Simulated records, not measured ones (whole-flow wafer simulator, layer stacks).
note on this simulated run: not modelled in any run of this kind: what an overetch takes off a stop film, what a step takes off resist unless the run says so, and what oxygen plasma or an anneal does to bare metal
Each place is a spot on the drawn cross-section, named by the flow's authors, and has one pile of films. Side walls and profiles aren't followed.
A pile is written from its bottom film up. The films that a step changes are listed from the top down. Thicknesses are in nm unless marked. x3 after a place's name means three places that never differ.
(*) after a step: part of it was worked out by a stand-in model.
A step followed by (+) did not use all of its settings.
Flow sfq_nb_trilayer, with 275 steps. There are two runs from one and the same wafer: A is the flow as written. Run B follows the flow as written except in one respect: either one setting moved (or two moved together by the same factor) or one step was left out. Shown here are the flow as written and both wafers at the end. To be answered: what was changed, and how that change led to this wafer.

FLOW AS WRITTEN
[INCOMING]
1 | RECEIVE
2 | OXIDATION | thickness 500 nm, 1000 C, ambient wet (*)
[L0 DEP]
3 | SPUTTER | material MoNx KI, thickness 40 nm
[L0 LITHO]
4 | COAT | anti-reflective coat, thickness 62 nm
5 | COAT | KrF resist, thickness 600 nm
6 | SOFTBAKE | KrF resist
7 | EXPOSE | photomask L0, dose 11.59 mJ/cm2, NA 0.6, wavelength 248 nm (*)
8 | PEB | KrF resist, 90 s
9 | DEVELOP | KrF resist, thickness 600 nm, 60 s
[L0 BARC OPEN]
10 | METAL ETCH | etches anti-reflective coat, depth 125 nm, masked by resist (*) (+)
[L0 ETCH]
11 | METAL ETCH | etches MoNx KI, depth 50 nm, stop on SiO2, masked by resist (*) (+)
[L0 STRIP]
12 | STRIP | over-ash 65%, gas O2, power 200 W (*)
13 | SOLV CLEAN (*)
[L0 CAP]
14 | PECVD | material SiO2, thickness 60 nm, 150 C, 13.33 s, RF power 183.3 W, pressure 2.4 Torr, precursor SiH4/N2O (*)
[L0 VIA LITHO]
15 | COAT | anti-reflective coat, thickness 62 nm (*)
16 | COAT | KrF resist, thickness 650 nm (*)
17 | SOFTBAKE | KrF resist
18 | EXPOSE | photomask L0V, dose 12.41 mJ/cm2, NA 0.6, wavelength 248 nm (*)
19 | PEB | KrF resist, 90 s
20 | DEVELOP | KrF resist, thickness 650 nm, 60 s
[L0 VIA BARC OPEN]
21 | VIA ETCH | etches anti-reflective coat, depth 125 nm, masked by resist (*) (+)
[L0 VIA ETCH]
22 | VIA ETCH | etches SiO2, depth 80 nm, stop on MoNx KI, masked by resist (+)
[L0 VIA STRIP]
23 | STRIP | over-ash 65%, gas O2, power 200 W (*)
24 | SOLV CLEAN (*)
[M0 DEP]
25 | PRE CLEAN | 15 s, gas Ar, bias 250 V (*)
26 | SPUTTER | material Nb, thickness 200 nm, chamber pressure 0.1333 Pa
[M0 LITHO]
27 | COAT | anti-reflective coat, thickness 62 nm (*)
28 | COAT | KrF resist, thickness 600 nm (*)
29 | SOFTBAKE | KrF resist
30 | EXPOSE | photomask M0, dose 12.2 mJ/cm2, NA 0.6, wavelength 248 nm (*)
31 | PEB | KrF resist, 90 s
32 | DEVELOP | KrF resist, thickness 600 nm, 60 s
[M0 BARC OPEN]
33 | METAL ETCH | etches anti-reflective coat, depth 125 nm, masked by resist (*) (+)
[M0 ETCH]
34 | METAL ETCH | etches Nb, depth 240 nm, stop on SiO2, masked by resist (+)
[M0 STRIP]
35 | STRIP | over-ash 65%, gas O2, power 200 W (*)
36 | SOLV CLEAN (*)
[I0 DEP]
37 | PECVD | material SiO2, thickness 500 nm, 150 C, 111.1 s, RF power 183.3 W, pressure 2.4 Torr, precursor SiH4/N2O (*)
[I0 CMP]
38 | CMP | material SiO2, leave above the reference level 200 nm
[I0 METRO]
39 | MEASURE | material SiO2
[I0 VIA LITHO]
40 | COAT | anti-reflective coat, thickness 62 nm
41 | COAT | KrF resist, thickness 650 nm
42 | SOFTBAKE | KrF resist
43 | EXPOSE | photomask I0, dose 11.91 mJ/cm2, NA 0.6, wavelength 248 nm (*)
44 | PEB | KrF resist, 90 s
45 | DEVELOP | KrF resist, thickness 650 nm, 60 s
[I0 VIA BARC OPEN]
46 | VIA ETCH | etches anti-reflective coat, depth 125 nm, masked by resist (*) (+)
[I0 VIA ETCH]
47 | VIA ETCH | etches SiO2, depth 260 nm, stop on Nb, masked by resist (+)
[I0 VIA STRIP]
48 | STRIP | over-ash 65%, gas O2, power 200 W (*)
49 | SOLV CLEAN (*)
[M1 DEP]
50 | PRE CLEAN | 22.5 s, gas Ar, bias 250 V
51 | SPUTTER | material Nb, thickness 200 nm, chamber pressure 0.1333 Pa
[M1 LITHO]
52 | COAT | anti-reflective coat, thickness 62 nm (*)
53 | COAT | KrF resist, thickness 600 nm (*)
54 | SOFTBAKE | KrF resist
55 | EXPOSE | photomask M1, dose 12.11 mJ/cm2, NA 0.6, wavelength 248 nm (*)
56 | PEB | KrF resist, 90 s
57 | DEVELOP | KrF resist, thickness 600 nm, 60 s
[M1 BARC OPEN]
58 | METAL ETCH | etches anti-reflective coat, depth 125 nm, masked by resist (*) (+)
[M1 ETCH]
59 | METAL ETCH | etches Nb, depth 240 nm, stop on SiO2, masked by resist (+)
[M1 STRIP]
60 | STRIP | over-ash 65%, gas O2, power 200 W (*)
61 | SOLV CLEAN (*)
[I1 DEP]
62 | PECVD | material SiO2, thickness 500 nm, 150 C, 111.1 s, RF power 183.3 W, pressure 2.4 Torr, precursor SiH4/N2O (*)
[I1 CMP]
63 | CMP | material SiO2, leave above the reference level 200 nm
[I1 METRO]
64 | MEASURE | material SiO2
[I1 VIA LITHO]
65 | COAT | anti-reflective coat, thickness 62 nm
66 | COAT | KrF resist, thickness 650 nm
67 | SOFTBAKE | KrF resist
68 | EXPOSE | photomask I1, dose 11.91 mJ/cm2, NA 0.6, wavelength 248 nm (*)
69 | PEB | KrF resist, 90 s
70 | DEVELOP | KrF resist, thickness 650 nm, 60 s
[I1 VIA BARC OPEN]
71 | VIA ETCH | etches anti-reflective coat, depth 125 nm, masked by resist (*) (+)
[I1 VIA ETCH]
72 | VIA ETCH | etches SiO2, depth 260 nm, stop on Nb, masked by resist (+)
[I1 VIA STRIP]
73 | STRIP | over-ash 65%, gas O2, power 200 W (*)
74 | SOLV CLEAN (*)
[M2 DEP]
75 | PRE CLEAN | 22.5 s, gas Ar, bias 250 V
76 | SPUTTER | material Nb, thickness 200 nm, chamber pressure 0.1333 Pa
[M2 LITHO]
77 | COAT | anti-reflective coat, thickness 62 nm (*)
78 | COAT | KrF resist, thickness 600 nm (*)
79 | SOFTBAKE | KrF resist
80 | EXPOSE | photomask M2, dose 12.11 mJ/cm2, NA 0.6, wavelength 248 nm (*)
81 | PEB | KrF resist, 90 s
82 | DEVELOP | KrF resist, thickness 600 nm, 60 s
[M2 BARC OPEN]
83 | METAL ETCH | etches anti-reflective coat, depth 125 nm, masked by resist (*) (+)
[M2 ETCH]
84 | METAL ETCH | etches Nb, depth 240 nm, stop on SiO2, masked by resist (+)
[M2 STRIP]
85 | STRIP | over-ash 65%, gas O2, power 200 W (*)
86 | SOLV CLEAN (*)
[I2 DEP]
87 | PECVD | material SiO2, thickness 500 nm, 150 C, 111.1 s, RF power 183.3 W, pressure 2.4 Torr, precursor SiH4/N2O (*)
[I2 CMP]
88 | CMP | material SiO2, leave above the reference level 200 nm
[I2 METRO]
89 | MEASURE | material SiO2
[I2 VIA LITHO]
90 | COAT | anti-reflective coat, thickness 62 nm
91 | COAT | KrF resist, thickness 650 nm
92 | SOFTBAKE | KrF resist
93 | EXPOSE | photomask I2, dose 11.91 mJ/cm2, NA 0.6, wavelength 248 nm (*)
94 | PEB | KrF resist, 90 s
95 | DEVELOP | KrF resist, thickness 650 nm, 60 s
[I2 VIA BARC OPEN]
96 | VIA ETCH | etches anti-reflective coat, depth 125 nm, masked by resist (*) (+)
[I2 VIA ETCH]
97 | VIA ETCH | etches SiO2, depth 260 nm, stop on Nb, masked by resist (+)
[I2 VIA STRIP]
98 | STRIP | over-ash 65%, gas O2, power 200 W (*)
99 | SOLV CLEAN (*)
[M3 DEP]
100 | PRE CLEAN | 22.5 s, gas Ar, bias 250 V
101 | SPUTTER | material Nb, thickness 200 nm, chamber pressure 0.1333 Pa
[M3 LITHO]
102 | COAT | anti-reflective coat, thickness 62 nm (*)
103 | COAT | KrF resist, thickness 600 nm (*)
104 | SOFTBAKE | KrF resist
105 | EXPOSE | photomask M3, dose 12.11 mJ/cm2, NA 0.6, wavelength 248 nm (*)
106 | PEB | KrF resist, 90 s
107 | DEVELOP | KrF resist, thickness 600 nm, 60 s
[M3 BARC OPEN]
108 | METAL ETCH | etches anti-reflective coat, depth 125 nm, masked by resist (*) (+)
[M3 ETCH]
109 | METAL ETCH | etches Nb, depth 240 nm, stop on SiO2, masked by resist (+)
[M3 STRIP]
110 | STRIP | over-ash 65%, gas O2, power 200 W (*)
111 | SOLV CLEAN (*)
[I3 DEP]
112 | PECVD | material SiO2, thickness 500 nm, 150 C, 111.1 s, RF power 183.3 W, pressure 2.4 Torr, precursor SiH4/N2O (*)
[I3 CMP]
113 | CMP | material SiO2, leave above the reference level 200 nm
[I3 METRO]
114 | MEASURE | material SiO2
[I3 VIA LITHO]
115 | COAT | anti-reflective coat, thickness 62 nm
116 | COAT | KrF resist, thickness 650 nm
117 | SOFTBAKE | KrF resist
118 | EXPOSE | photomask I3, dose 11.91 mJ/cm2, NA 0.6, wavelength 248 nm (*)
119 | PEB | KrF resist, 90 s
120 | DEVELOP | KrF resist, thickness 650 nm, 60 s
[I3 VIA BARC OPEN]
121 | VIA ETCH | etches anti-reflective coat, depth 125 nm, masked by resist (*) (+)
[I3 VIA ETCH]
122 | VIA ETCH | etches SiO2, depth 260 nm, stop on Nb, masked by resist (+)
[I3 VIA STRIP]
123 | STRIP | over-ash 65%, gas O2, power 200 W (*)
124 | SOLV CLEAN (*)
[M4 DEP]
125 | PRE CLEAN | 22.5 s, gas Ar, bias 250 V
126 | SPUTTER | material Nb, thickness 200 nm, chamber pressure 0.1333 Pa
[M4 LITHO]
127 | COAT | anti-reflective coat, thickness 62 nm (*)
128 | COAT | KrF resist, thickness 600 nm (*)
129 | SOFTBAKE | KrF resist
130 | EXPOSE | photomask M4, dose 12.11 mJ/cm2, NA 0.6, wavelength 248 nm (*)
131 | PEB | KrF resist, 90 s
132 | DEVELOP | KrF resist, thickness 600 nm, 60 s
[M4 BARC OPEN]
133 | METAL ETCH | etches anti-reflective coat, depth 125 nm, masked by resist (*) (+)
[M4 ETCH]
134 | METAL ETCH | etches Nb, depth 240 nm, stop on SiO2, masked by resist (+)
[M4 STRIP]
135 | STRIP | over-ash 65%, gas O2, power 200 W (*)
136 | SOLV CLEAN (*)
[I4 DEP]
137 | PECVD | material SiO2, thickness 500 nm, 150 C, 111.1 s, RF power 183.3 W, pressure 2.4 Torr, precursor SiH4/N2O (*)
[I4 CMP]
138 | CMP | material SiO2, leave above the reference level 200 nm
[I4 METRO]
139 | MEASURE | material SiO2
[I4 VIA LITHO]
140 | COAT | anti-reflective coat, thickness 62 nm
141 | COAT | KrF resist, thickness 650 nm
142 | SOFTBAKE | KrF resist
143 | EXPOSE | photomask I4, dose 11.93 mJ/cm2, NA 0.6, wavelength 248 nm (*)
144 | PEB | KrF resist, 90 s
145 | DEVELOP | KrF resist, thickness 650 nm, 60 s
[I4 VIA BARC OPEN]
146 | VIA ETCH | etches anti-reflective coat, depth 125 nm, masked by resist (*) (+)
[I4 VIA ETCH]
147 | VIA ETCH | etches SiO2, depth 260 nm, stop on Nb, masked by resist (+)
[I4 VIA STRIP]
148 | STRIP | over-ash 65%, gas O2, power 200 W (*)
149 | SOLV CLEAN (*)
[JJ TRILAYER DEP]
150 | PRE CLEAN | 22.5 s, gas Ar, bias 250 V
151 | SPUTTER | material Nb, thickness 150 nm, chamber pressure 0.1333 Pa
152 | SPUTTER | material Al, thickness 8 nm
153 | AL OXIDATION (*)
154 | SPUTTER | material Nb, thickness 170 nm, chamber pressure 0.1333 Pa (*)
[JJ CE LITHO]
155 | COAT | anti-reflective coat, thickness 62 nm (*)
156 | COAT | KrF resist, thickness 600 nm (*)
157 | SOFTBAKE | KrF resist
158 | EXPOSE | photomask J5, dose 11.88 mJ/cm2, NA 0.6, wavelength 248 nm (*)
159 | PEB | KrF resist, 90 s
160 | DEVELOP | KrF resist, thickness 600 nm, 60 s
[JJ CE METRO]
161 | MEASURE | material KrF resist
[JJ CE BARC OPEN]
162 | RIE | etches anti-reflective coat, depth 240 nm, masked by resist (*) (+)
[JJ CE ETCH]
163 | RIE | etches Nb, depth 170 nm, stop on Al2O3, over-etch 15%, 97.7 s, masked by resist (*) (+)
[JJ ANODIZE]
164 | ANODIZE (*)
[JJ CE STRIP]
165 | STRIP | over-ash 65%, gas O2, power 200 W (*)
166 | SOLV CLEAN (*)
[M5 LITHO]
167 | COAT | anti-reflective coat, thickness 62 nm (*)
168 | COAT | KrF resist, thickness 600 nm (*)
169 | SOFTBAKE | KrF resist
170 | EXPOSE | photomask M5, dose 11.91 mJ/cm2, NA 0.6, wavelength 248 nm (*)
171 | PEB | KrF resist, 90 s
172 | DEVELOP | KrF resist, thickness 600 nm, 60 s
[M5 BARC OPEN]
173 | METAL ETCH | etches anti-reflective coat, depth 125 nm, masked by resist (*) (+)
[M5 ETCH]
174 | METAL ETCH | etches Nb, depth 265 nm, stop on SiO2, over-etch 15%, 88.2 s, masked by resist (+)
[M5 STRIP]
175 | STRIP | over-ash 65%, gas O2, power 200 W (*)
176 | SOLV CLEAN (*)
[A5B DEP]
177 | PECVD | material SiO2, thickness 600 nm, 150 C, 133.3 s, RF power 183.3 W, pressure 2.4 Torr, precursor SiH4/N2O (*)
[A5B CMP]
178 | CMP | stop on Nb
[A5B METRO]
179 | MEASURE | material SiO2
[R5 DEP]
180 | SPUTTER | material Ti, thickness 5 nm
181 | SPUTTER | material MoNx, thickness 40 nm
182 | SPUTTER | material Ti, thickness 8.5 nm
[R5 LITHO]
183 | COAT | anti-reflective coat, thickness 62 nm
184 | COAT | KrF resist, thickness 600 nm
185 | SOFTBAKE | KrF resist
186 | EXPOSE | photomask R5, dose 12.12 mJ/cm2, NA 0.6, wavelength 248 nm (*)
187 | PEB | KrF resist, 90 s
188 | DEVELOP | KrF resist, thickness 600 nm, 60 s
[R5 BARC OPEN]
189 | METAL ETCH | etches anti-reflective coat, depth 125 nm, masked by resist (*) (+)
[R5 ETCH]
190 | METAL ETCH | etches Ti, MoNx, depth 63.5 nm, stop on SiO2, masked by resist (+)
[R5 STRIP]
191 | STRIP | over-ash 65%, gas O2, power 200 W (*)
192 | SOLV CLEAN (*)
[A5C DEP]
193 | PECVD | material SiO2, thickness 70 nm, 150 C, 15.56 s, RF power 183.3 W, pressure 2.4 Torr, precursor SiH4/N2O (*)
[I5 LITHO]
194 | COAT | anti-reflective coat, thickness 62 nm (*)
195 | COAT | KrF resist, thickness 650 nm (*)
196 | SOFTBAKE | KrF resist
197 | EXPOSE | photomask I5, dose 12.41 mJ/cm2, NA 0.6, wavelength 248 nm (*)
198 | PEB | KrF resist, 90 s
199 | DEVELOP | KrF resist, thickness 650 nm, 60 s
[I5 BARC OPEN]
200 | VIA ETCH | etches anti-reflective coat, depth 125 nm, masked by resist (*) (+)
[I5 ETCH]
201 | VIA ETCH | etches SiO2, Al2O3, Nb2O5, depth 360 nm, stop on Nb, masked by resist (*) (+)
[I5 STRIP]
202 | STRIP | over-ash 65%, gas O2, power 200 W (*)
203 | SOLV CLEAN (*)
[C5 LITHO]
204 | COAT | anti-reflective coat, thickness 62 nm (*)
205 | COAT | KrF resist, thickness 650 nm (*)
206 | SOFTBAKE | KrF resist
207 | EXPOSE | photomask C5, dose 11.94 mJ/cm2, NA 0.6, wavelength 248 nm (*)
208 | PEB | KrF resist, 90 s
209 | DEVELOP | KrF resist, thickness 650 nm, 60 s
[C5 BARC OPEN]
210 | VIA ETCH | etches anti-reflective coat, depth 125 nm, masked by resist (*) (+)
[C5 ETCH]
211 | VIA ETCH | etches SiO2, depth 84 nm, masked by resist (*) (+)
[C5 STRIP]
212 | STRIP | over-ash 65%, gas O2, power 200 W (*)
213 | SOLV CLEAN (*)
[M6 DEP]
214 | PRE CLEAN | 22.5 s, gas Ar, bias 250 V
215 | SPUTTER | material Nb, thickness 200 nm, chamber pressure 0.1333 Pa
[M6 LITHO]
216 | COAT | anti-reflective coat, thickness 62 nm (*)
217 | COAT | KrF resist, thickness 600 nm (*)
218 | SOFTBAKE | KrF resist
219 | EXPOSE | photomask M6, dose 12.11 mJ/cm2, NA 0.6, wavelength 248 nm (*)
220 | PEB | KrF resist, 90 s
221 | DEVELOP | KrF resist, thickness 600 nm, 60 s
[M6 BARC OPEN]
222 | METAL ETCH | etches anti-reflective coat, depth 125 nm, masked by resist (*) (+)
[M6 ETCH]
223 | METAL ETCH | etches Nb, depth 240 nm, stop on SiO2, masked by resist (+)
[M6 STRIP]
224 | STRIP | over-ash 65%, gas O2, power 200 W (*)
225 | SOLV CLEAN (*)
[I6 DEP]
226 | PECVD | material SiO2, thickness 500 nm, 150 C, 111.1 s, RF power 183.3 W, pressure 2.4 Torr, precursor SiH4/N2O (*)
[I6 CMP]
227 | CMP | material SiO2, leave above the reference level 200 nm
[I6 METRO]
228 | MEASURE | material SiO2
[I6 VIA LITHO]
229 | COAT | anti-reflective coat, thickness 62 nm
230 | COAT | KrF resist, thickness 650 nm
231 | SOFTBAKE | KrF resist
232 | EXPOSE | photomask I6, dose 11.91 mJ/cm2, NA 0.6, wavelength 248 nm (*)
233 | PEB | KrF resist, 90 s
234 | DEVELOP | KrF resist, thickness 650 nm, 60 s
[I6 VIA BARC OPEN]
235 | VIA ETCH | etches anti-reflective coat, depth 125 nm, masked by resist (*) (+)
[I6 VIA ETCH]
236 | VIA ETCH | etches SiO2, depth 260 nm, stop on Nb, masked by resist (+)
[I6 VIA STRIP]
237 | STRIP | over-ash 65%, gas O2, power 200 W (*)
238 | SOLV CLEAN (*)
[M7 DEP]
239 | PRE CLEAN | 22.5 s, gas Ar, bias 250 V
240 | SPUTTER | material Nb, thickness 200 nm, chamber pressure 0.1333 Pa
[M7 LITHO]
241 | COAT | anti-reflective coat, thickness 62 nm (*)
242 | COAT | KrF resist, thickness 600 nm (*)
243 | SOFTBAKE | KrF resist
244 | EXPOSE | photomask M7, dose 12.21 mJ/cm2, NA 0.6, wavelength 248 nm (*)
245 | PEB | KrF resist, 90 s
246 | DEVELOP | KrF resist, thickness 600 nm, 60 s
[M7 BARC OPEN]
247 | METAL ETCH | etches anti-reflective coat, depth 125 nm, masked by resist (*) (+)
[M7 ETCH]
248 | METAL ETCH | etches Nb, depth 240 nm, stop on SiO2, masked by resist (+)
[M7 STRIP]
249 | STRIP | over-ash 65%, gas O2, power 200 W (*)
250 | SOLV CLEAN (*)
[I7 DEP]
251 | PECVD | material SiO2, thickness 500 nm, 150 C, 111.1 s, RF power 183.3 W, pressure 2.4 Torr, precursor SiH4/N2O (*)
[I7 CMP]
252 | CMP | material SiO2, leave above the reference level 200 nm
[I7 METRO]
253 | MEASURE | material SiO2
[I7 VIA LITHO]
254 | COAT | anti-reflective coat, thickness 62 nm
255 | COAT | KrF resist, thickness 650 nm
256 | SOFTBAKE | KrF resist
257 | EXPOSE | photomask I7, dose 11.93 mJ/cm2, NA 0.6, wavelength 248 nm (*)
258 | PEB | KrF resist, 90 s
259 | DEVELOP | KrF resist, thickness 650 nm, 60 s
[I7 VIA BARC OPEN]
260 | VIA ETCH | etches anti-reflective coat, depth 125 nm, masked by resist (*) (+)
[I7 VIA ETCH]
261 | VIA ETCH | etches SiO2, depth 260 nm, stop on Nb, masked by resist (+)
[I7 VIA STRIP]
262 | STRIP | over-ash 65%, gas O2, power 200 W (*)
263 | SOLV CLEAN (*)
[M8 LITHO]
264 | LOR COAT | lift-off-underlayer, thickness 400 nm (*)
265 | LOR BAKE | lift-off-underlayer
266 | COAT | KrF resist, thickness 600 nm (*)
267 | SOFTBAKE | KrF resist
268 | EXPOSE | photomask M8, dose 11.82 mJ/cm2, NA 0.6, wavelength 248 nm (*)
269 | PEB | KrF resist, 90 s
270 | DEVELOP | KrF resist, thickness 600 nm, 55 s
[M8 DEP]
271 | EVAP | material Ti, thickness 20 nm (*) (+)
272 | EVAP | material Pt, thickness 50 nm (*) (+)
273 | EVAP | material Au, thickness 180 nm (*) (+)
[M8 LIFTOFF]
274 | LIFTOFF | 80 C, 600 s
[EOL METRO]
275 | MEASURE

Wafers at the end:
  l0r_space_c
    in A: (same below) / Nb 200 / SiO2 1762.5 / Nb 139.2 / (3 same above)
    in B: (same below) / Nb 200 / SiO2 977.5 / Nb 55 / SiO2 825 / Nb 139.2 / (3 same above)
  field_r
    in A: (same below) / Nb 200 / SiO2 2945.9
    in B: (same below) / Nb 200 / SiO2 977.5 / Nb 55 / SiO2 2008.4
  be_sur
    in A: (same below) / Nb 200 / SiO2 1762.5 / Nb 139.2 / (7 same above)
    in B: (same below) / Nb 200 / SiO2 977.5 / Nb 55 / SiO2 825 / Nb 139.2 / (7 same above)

What caused this: step 101, SPUTTER: thickness 295 nm was run, though the flow has thickness 200 nm.

The path from the change to this, step by step:
  101 | SPUTTER | material Nb, thickness 200 nm, chamber pressure 0.1333 Pa
      field_l, v_sur, via_wl and 102 more: A Nb gains 200 (new film) | B Nb gains 295 (new film)
      via_w: A Nb gains 165.5 | B Nb gains 245.5
  102 | COAT | anti-reflective coat, thickness 62 nm (*)
      via_wl, via_wr: A anti-reflective coat gains 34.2 (new film) | B anti-reflective coat gains 32.9 (new film)
  109 | METAL ETCH | etches Nb, depth 240 nm, stop on SiO2, masked by resist (+)
      field_l, be, be_sur and 72 more: A Nb loses 200 (all of it) | B Nb loses 240
  110 | STRIP | over-ash 65%, gas O2, power 200 W (*)
      via_wl, via_wr: A KrF resist loses 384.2 (all of it), anti-reflective coat loses 34.2 (all of it) | B KrF resist loses 383.7 (all of it), anti-reflective coat loses 32.9 (all of it)
  112 | PECVD | material SiO2, thickness 500 nm, 150 C, 111.1 s, RF power 183.3 W, pressure 2.4 Torr, precursor SiH4/N2O (*)
      field_l, be, be_sur and 64 more: A SiO2 gains 500 | B SiO2 gains 500 (new film)
      p4_g1, p4_g2, p3_s0, p3_s1, p3_s2, p3_s3, p3_s4, p3_s5: A SiO2 gains 557.1 | B SiO2 gains 597.1 (new film)
  113 | CMP | material SiO2, leave above the reference level 200 nm
      field_l, be, be_sur and 64 more: A SiO2 loses 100 | B SiO2 loses 60
      via_w: A SiO2 loses 181.6 | B SiO2 loses 157.1
Taking metal films that touch as one body, l0r_space_c has 3 bodies (between them, from the top down: SiO2 825; SiO2 977.5); the flow as written gives 2 bodies (between them, from the top down: SiO2 1762.5).
Taking metal films that touch as one body, field_r has 2 bodies (between them, from the top down: SiO2 977.5); the flow as written gives 1 body.
Taking metal films that touch as one body, be_sur has 5 bodies (between them, from the top down: SiO2 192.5; SiO2 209 / Al2O3 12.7 / Nb2O5 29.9; SiO2 825; SiO2 977.5); the flow as written gives 4 bodies (between them, from the top down: SiO2 192.5; SiO2 209 / Al2O3 12.7 / Nb2O5 29.9; SiO2 1762.5).
